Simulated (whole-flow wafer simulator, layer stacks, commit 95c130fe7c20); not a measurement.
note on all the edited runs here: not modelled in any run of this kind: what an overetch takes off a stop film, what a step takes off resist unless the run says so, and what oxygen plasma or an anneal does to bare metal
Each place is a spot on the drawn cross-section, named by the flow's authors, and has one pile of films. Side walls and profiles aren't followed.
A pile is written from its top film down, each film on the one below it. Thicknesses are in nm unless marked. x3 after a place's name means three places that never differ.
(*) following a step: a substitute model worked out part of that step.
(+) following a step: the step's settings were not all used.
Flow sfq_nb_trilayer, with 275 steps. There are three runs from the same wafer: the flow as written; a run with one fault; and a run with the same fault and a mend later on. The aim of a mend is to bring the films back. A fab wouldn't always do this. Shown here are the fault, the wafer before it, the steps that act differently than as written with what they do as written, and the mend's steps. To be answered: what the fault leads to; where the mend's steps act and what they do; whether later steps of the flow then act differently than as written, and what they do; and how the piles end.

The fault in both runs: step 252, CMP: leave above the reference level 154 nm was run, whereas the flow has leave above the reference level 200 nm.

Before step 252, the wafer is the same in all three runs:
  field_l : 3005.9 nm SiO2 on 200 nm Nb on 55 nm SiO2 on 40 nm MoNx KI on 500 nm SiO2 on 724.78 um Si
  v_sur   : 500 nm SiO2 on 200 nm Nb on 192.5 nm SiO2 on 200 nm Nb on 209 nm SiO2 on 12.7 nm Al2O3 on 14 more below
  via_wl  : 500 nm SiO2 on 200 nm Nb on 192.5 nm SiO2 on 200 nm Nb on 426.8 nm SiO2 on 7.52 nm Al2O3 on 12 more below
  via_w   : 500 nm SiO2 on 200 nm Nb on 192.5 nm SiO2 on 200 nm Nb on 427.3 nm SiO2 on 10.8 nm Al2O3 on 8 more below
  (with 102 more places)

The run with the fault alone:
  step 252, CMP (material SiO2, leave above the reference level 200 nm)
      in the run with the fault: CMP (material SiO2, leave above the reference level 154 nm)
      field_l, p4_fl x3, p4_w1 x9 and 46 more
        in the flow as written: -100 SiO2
        in the run with the fault: -146 SiO2
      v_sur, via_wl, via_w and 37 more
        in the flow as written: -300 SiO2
        in the run with the fault: -346 SiO2
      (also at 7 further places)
  Later steps of the flow acting differently than as written (not shown: 4 more steps that differ only slightly, by at most 2% or 0.5 nm, whichever is larger):
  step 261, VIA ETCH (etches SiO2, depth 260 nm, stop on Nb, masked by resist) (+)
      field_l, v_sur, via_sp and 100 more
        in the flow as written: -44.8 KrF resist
        in the run with the fault: -39.8 KrF resist
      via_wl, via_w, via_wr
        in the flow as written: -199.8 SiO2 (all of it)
        in the run with the fault: -153.8 SiO2 (all of it)
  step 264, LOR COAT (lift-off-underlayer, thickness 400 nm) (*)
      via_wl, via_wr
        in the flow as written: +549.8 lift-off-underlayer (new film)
        in the run with the fault: +515.3 lift-off-underlayer (new film)
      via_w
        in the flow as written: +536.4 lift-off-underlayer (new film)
        in the run with the fault: +505 lift-off-underlayer (new film)
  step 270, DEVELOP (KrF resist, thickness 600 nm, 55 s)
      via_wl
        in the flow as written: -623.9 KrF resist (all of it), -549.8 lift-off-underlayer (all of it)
        in the run with the fault: -618.1 KrF resist (all of it), -515.3 lift-off-underlayer (all of it)
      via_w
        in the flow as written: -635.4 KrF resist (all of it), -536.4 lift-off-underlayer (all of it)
        in the run with the fault: -627 KrF resist (all of it), -505 lift-off-underlayer (all of it)
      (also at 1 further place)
  At v_sur, via_sp, via_v and 83 more, the piles at the end differ from the flow's by more than 2% or 0.5 nm, whichever is larger.
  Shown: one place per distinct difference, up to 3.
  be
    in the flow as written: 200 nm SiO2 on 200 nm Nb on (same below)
    in the run with the fault: 154 nm SiO2 on 200 nm Nb on (same below)
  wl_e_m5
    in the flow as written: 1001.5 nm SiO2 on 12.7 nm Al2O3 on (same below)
    in the run with the fault: 955.5 nm SiO2 on 12.7 nm Al2O3 on (same below)
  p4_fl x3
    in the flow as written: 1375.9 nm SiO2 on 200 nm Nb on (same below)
    in the run with the fault: 1329.9 nm SiO2 on 200 nm Nb on (same below)

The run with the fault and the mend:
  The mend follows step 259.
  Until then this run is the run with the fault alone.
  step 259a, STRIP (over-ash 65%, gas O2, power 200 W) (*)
      field_l, v_sur, via_sp and 100 more
        -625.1 KrF resist (all of it), -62 anti-reflective coat (all of it)
      via_wl, via_w, via_wr
        -62 anti-reflective coat (all of it)
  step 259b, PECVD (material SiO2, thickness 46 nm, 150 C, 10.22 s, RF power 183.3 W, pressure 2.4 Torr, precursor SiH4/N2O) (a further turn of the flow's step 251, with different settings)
      field_l, v_sur, via_wl and 103 more
        +46 SiO2
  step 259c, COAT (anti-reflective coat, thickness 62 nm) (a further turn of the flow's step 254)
      field_l, v_sur, via_wl and 103 more
        +62 anti-reflective coat (new film)
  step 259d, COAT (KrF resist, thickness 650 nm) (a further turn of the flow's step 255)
      field_l, v_sur, via_wl and 103 more
        +650 KrF resist (new film)
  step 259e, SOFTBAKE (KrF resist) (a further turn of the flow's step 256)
      does not change any film at any place that is followed
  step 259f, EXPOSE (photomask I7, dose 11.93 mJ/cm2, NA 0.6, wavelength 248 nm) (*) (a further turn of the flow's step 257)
      does not change any film at any place that is followed
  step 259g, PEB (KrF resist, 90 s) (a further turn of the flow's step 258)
      field_l, v_sur, via_wl and 103 more
        -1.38 KrF resist
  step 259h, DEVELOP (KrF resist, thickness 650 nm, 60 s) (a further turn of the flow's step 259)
      field_l, v_sur, via_sp and 100 more
        -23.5 KrF resist
      via_wl, via_w, via_wr
        -648.6 KrF resist (all of it)
  Later steps of the flow that are run all act as written at every place that is followed.
  The piles end the same as the flow's at every place that both follow.
